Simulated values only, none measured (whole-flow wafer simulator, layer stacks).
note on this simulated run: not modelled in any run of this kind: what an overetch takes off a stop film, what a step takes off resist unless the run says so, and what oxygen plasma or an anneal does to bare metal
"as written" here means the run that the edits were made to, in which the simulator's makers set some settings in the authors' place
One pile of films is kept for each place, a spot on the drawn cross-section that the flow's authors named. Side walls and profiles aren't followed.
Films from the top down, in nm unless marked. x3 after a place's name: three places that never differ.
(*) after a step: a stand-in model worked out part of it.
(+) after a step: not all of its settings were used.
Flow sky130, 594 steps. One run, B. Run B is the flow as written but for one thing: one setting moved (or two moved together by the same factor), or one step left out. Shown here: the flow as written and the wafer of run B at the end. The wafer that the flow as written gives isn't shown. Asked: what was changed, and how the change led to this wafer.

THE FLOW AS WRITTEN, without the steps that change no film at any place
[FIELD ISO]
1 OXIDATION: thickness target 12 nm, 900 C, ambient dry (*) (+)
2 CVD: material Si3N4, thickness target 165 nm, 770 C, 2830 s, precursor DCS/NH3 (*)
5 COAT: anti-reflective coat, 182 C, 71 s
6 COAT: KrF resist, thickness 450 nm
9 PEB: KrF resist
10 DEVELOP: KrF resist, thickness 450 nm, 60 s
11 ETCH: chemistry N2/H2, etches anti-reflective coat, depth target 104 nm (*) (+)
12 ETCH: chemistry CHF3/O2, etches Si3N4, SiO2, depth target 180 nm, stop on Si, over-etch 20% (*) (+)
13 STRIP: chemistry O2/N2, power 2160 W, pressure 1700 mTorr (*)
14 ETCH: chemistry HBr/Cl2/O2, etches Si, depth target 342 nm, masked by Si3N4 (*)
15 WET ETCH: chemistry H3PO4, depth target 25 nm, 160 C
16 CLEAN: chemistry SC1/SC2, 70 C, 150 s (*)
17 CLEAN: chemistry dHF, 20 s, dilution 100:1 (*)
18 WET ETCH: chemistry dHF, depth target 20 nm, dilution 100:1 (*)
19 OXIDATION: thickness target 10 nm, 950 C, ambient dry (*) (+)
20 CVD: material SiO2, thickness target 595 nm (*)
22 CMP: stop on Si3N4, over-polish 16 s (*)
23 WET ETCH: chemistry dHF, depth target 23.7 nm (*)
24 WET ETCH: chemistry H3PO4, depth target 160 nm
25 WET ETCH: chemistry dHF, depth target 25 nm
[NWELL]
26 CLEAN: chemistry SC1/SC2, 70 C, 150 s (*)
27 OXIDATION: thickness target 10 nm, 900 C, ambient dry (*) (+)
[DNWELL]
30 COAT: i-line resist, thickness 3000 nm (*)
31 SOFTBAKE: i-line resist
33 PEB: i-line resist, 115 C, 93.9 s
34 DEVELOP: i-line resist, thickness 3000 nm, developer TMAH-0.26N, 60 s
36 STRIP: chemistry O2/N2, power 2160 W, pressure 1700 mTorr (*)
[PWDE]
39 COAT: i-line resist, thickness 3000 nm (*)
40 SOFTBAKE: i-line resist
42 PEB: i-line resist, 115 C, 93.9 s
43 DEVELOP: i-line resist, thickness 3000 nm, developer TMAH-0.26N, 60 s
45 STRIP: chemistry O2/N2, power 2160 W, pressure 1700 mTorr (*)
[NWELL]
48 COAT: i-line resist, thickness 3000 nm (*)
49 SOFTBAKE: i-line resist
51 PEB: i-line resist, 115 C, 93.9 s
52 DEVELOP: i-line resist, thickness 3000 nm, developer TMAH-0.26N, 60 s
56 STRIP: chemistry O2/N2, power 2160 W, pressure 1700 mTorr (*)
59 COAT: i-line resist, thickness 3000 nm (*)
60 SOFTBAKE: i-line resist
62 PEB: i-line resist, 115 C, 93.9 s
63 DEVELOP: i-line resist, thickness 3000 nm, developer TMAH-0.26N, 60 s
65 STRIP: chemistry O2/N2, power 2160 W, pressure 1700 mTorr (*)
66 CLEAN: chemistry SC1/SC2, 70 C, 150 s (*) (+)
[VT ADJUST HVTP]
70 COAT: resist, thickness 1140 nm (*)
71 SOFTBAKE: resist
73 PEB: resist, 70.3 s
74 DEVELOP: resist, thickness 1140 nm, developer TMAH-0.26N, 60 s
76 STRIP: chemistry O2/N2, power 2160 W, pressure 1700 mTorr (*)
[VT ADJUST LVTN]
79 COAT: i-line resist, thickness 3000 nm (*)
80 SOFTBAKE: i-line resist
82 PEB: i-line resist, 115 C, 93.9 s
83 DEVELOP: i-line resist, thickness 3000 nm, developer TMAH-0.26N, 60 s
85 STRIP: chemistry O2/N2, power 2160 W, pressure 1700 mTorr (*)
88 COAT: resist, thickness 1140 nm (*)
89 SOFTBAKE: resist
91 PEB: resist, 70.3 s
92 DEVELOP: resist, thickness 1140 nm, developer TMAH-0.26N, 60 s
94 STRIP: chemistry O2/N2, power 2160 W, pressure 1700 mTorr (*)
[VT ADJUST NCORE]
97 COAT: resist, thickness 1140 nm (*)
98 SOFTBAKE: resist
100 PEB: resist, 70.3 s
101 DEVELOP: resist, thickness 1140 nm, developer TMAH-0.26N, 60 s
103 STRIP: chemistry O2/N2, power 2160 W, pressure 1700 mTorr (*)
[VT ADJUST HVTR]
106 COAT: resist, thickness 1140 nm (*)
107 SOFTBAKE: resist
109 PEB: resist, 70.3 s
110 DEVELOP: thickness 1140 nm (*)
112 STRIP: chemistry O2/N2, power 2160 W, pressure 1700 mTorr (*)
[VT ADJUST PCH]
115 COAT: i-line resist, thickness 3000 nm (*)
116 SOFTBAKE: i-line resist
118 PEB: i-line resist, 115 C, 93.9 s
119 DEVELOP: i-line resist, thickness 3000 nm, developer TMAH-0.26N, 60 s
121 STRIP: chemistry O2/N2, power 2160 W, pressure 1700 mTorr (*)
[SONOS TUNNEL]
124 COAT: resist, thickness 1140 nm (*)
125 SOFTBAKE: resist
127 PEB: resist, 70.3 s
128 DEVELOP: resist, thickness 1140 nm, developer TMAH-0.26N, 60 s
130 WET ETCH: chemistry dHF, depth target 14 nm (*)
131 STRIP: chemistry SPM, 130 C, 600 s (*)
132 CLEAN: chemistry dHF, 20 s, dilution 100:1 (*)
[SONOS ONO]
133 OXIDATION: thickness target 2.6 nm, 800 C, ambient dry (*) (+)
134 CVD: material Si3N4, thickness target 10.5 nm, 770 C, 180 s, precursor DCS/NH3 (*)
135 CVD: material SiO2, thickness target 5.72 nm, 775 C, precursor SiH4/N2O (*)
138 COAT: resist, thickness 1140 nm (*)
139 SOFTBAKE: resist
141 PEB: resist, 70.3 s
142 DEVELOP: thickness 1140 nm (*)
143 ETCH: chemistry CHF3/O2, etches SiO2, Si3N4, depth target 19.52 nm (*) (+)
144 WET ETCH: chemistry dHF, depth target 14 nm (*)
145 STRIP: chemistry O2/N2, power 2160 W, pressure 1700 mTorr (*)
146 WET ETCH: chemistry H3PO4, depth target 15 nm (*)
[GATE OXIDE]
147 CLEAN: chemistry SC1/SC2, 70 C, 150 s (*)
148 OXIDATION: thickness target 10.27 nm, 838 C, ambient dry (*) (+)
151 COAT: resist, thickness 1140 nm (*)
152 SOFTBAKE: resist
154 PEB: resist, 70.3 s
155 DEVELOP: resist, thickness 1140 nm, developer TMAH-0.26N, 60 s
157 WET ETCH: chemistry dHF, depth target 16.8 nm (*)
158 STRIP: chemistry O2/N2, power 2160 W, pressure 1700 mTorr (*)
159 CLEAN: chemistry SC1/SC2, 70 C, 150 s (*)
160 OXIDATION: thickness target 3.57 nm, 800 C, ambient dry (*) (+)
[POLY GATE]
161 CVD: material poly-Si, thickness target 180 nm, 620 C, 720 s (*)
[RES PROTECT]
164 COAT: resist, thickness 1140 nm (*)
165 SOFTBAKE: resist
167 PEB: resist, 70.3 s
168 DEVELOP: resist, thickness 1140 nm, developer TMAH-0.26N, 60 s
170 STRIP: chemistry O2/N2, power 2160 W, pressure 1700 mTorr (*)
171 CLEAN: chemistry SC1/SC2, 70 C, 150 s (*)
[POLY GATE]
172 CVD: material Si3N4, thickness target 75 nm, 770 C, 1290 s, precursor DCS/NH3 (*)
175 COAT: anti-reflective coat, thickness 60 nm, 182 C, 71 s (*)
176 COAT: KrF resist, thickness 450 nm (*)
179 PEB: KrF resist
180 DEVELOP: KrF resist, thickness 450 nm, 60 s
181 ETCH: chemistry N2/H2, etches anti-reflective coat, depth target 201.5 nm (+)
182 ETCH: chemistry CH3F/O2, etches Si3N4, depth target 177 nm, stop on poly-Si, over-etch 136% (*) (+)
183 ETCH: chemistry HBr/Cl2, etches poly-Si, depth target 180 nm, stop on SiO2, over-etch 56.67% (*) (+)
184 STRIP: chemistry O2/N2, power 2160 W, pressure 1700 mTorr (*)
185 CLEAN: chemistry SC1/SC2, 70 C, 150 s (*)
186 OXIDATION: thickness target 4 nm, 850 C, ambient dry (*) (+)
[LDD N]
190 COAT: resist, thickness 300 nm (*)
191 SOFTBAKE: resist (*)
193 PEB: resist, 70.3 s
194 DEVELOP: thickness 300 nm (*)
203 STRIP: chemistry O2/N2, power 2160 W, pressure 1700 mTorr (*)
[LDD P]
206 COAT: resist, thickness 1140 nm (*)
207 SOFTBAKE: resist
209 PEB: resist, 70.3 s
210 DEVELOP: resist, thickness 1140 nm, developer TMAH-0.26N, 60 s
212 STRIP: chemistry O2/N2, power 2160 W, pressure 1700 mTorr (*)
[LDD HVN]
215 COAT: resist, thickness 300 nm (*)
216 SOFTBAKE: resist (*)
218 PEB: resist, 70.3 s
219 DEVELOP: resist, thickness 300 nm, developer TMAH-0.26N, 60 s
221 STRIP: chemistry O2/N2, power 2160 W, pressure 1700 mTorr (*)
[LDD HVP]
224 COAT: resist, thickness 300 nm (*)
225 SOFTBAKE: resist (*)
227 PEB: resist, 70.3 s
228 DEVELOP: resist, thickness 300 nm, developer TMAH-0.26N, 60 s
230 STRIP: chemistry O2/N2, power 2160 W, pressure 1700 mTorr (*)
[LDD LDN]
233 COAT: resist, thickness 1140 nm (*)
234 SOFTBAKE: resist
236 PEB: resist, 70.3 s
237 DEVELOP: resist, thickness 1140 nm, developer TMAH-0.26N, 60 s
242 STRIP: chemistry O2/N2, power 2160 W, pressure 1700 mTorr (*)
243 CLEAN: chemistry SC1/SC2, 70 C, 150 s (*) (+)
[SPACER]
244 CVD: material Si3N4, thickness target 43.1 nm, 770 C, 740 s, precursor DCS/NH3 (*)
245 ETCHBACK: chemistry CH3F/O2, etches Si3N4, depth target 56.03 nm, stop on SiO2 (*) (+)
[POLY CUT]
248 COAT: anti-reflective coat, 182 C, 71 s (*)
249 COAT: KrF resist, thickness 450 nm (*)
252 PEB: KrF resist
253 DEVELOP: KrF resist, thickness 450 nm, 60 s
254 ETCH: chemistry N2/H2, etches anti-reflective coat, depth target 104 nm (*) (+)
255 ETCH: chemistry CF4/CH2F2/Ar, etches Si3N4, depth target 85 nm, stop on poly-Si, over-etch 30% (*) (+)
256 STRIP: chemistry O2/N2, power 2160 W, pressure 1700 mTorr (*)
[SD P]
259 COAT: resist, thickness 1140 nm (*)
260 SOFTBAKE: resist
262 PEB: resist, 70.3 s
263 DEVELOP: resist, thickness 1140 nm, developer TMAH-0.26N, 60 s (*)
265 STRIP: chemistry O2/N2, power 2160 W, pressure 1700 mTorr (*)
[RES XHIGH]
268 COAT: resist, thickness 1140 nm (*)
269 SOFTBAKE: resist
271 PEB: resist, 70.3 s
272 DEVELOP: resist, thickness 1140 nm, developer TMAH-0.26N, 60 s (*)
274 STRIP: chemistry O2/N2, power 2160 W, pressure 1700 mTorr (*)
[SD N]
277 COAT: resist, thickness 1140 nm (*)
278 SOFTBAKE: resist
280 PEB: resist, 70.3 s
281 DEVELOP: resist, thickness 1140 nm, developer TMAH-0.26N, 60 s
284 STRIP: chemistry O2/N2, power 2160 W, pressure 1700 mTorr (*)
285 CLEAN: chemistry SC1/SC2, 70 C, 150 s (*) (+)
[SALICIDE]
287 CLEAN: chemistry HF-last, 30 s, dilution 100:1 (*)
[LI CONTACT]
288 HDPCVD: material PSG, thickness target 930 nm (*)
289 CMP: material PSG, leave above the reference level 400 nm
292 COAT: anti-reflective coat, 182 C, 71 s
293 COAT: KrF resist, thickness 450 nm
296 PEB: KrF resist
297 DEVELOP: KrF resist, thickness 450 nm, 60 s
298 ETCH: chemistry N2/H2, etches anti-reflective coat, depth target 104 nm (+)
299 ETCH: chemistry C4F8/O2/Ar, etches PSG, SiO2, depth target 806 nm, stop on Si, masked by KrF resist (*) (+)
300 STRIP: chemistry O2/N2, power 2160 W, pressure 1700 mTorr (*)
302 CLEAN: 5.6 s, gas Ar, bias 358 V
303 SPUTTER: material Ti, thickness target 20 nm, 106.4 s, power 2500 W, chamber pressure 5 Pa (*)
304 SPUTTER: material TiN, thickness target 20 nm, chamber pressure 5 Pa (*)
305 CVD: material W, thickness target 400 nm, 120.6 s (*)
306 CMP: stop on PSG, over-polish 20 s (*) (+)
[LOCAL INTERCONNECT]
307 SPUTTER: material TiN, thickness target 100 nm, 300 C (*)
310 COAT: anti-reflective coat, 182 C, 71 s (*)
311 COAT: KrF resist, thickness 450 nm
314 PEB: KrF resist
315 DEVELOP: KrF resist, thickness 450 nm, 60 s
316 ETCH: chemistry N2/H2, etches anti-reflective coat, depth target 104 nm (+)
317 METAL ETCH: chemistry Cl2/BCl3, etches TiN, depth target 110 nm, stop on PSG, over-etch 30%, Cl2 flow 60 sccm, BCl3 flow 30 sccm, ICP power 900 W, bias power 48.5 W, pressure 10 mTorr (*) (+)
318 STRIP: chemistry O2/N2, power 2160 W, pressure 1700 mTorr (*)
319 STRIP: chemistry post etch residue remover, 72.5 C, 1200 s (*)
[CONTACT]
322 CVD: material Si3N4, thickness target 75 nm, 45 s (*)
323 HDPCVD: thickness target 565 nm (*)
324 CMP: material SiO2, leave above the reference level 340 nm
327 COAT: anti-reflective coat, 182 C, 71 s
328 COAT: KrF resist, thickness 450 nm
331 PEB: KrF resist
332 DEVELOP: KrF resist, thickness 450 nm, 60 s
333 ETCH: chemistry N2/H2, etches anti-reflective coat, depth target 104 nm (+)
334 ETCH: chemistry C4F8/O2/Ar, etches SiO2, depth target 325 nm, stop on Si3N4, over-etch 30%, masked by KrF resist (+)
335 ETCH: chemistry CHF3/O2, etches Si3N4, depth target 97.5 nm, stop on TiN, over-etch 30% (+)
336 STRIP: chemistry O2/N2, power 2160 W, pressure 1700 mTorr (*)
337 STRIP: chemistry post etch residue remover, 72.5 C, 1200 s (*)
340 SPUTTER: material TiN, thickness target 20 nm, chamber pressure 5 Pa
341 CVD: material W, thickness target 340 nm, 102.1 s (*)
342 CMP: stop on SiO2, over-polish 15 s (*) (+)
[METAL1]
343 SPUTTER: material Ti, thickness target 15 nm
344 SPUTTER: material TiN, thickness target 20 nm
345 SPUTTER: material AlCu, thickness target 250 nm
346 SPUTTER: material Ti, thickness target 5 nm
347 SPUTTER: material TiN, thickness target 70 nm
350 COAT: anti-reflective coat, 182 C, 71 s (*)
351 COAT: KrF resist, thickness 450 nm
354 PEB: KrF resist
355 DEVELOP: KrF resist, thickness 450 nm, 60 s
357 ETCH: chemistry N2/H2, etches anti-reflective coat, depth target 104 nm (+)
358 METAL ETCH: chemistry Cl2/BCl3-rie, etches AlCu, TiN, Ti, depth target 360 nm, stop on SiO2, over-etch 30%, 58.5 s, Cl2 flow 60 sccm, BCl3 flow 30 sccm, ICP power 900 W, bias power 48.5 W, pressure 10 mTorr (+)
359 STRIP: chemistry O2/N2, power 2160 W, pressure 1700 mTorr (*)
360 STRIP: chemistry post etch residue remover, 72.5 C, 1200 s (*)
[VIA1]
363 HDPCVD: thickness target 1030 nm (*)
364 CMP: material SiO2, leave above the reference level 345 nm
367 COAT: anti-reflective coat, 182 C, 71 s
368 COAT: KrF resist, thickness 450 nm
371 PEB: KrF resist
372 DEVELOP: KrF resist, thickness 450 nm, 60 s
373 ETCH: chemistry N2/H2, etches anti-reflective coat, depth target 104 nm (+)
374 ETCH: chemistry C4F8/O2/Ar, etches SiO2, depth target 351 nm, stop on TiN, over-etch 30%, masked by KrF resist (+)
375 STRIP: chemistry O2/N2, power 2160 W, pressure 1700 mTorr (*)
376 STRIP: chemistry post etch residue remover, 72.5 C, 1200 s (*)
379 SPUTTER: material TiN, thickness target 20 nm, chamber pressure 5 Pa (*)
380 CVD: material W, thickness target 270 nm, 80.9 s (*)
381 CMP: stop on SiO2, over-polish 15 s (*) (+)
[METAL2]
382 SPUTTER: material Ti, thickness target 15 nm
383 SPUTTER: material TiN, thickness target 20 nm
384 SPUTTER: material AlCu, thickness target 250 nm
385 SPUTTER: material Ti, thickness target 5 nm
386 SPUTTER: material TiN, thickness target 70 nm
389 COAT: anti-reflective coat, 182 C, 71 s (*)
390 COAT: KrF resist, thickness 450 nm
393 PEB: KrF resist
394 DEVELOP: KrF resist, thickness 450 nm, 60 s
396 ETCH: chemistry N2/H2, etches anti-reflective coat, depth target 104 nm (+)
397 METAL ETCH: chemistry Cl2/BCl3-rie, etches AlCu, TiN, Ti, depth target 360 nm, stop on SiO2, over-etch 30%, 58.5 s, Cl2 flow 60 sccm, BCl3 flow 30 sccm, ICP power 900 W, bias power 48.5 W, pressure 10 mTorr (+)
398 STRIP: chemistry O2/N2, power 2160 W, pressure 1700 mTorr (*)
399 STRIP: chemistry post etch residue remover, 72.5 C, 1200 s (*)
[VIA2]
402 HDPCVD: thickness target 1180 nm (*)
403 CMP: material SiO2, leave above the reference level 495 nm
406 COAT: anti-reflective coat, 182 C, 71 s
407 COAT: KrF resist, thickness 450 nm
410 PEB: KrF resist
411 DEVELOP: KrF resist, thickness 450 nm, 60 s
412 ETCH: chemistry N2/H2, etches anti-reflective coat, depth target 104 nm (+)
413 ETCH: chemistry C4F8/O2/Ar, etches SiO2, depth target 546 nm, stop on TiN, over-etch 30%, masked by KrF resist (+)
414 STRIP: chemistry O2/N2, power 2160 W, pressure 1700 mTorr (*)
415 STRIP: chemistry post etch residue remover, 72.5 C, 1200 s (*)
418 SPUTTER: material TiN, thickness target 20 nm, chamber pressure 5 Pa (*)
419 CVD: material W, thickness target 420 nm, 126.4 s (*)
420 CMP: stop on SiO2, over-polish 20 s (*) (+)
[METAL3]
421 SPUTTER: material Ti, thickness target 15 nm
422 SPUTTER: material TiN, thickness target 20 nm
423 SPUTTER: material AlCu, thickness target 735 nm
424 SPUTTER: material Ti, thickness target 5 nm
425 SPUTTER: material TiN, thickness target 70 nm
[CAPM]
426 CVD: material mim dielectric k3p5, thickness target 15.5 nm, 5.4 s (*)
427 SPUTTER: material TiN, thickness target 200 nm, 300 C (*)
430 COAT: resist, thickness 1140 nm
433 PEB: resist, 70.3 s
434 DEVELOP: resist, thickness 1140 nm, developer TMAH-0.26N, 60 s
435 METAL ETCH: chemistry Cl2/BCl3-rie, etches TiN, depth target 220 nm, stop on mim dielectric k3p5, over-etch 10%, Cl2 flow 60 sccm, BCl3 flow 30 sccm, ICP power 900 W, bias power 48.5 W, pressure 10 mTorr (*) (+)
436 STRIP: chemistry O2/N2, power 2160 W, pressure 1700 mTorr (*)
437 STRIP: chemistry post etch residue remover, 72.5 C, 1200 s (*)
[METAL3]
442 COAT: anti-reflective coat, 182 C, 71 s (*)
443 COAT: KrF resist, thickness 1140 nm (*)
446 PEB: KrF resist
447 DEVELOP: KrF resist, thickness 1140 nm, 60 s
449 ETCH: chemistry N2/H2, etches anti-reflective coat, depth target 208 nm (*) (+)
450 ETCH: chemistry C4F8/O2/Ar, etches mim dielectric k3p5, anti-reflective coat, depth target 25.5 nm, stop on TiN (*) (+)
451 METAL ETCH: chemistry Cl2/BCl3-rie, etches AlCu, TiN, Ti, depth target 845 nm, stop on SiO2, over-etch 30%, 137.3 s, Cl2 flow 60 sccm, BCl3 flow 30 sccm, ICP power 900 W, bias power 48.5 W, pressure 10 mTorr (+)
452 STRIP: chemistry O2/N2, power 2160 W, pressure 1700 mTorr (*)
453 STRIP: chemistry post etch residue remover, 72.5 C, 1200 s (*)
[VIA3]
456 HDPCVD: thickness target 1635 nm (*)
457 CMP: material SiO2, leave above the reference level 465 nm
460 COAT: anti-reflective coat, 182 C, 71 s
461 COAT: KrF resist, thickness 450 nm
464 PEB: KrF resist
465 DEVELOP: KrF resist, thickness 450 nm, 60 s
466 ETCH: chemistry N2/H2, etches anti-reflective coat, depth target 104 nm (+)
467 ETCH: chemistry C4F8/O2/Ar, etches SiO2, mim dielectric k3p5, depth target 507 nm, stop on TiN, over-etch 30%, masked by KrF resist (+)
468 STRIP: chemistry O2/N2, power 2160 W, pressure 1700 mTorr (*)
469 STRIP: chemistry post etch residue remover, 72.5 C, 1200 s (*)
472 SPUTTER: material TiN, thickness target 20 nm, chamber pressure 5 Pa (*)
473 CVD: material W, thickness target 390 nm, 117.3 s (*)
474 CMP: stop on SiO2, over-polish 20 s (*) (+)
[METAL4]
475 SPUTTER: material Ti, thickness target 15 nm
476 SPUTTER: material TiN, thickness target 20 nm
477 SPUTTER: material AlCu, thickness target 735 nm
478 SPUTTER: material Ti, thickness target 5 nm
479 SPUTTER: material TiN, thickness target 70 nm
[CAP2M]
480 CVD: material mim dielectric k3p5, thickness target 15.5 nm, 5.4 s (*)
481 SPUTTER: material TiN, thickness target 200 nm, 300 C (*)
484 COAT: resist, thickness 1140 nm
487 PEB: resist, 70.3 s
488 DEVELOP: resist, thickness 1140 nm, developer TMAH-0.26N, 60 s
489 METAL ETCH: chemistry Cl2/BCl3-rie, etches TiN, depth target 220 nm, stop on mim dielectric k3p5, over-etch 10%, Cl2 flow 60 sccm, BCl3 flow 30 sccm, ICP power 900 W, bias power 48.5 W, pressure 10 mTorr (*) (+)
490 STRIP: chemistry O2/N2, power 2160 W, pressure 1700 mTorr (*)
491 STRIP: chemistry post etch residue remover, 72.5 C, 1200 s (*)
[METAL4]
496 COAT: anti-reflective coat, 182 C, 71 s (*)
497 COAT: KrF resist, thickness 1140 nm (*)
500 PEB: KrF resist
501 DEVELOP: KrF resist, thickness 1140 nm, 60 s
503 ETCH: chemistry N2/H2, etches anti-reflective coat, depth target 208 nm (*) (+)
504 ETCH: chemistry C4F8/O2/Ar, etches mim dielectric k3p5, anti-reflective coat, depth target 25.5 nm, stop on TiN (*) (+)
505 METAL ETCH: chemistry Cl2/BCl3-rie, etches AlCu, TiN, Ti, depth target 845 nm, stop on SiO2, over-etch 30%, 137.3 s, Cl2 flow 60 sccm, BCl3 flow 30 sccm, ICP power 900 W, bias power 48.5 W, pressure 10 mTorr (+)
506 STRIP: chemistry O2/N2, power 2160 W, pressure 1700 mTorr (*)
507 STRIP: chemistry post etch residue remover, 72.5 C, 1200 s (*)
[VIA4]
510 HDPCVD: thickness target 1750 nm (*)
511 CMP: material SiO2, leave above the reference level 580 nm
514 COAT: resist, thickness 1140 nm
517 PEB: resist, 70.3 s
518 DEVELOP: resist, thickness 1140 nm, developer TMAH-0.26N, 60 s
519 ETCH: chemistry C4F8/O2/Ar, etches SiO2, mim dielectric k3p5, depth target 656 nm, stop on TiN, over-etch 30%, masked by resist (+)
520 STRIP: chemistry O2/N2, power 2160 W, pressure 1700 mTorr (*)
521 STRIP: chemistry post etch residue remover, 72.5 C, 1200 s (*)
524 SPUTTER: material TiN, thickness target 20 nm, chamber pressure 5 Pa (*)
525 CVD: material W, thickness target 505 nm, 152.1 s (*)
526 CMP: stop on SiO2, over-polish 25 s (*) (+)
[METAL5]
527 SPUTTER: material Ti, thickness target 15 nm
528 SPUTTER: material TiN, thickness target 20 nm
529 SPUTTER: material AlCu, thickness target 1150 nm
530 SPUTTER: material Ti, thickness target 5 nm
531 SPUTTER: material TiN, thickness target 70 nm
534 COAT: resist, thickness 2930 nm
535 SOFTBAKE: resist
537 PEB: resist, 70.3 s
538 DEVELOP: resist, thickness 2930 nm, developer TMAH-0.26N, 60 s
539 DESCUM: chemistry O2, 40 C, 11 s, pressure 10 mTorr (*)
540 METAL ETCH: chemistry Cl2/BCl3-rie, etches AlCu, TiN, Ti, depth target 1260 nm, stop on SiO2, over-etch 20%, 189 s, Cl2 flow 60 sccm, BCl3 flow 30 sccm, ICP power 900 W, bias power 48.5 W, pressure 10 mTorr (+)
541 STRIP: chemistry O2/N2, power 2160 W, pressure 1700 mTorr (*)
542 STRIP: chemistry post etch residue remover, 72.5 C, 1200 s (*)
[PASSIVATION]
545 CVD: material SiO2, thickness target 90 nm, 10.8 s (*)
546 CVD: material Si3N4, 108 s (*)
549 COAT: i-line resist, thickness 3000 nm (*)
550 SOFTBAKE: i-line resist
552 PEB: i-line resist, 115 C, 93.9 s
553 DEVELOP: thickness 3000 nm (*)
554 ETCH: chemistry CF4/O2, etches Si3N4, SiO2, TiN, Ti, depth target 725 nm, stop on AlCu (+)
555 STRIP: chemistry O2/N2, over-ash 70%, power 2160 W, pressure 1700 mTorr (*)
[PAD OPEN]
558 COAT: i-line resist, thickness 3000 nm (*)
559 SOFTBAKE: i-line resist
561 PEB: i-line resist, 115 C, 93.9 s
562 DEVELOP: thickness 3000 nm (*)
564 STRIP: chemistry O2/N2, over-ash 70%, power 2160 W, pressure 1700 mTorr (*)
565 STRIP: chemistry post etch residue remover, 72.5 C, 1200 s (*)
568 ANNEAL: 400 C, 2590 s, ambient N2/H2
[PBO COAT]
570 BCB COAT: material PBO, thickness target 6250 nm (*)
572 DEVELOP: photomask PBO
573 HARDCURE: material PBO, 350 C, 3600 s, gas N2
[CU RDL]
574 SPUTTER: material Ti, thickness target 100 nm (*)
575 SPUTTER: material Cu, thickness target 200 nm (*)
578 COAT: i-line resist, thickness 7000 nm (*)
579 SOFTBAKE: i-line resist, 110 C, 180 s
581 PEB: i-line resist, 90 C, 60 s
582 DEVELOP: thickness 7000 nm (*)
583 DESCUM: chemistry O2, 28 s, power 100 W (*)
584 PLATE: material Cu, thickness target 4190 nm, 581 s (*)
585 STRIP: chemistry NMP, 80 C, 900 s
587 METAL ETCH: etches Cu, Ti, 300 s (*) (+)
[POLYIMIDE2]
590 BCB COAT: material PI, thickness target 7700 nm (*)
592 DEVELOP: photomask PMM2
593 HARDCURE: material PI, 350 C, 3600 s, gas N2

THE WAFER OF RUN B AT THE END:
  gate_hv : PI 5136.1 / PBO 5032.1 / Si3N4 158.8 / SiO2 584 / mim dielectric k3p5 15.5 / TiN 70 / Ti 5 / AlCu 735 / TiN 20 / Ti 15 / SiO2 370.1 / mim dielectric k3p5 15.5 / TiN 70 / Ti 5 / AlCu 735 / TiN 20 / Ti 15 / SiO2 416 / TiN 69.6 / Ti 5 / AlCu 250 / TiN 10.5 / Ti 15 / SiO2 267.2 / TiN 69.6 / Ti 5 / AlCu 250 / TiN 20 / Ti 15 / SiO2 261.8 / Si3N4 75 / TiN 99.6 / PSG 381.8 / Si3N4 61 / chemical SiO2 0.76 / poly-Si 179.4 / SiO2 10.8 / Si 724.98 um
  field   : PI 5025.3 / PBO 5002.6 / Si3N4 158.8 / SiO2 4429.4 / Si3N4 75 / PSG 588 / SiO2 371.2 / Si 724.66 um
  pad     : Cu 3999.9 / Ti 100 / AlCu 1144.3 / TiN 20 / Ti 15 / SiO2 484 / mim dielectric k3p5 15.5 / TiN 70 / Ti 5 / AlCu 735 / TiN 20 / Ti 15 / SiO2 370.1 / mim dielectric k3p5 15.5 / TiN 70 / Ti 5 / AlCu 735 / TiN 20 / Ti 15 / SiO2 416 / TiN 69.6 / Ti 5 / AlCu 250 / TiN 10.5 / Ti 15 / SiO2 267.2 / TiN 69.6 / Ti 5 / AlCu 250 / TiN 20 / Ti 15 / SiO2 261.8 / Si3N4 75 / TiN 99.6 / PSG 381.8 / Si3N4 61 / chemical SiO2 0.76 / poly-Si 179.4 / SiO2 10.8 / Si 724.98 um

The cause: step 383, SPUTTER: thickness target 10.5 nm was run, where the flow has thickness target 20 nm.
It can be read off the wafer: gate_hv has TiN 10.5, and step 383 as written asks for 20 nm.

How the change led to this, step by step:
  383 SPUTTER: material TiN, thickness target 20 nm
      field, active, n_well and 188 more: TiN +10.5 (new film) (as written it would be: TiN +20 (new film))
  397 METAL ETCH: chemistry Cl2/BCl3-rie, etches AlCu, TiN, Ti, depth target 360 nm, stop on SiO2, over-etch 30%, 58.5 s, Cl2 flow 60 sccm, BCl3 flow 30 sccm, ICP power 900 W, bias power 48.5 W, pressure 10 mTorr (+)
      field, active, gate and 82 more: TiN -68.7 (all of it), Ti -5 (all of it), AlCu -250 (all of it), TiN -10.5 (all of it), Ti -15 (all of it), SiO2 -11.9 (as written it would be: TiN -68.7 (all of it), Ti -5 (all of it), AlCu -250 (all of it), TiN -20 (all of it), Ti -15 (all of it), SiO2 -10.9)
  403 CMP: material SiO2, leave above the reference level 495 nm
      field, active, gate and 82 more: SiO2 -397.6 (as written it would be: SiO2 -389.1)
